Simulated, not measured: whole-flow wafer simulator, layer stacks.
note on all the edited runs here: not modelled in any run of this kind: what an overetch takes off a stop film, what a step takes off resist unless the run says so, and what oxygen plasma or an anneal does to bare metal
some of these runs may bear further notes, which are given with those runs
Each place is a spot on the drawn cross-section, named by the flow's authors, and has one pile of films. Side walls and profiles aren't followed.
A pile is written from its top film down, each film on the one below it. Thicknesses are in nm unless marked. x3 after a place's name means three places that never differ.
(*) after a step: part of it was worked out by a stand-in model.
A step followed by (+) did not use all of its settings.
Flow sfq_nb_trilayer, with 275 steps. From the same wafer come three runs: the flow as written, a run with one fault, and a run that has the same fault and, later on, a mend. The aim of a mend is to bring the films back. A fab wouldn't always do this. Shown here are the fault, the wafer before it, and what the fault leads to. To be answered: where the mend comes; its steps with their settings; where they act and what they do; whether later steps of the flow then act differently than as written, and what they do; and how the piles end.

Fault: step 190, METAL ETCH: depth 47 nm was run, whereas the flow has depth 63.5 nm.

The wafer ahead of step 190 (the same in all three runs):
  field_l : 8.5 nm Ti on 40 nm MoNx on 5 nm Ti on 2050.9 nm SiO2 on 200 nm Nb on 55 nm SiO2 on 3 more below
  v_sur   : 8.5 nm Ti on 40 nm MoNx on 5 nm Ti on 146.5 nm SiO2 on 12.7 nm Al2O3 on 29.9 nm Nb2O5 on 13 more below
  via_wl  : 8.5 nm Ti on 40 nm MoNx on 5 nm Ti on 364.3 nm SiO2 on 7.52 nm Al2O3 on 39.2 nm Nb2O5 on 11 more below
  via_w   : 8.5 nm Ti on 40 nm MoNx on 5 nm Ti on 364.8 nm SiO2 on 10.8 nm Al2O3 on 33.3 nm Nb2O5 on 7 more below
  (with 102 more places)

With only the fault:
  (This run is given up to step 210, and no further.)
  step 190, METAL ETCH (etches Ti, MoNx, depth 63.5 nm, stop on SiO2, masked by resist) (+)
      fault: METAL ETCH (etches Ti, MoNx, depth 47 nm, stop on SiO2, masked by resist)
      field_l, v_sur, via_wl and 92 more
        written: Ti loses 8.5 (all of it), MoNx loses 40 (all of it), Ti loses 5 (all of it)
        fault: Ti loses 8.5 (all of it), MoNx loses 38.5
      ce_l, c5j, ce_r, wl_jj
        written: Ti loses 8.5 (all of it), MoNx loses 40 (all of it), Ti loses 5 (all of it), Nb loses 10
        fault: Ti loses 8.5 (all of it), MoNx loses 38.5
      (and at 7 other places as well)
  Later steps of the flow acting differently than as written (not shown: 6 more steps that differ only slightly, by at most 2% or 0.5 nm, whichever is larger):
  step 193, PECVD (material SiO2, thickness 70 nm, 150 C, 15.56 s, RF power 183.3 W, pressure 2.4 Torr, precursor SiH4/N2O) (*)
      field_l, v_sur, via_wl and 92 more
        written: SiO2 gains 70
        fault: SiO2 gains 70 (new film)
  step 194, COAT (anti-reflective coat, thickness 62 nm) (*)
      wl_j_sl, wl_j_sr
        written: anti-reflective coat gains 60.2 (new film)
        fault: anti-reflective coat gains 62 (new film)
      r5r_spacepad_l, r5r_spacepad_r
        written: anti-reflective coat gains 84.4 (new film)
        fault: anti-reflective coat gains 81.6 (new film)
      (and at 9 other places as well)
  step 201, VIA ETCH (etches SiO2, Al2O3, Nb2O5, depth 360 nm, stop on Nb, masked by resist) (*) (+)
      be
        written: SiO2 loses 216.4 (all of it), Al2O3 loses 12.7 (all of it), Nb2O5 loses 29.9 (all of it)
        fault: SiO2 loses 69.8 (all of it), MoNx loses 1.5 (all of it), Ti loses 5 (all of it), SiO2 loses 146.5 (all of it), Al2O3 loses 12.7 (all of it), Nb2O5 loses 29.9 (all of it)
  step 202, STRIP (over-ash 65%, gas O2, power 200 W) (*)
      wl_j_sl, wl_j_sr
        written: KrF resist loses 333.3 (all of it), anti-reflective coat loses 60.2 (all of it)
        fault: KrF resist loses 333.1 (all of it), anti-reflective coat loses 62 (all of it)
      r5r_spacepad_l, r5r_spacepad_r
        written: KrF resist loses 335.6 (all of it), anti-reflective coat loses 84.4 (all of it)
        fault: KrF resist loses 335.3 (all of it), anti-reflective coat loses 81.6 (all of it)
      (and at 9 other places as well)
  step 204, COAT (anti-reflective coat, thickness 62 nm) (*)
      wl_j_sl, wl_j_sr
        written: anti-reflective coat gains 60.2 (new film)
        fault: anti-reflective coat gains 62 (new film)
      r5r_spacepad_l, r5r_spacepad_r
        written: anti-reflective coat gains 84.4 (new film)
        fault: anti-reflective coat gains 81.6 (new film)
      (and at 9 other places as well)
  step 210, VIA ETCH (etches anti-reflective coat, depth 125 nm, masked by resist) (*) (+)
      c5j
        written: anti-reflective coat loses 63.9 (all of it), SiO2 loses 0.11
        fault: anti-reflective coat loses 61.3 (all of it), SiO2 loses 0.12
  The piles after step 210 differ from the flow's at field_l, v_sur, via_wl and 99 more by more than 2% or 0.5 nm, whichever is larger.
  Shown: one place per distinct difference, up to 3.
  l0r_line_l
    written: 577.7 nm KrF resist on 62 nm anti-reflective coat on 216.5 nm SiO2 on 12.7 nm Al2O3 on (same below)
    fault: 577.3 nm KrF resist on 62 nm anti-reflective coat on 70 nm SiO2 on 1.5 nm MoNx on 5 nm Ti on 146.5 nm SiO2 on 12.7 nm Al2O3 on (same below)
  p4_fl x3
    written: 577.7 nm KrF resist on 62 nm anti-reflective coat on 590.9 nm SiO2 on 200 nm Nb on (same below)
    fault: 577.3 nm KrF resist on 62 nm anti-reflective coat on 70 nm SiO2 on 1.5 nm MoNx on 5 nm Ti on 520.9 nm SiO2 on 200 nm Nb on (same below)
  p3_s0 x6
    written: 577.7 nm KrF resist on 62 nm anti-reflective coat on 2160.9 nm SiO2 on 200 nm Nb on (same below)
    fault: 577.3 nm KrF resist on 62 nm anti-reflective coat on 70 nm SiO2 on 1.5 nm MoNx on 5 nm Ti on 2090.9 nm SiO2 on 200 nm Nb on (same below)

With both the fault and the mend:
  The mend follows step 190.
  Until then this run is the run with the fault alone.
  step 190a, METAL ETCH (etches Ti, MoNx, depth 16.5 nm, stop on SiO2, masked by resist) (+) (the flow's step 190, run once more with other settings)
      field_l, v_sur, via_wl and 92 more
        MoNx loses 1.5 (all of it), Ti loses 5 (all of it)
      be_r, r_sur, res, r_end, r5r_line_l, r5r_line_c, r5r_line_r
        KrF resist loses 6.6
      ce_l, c5j, ce_r, wl_jj
        MoNx loses 1.5 (all of it), Ti loses 5 (all of it), Nb loses 10
  Later steps of the flow that are run all act as written at every place that is followed.
  At every place that both follow, the piles at the end match the flow's.
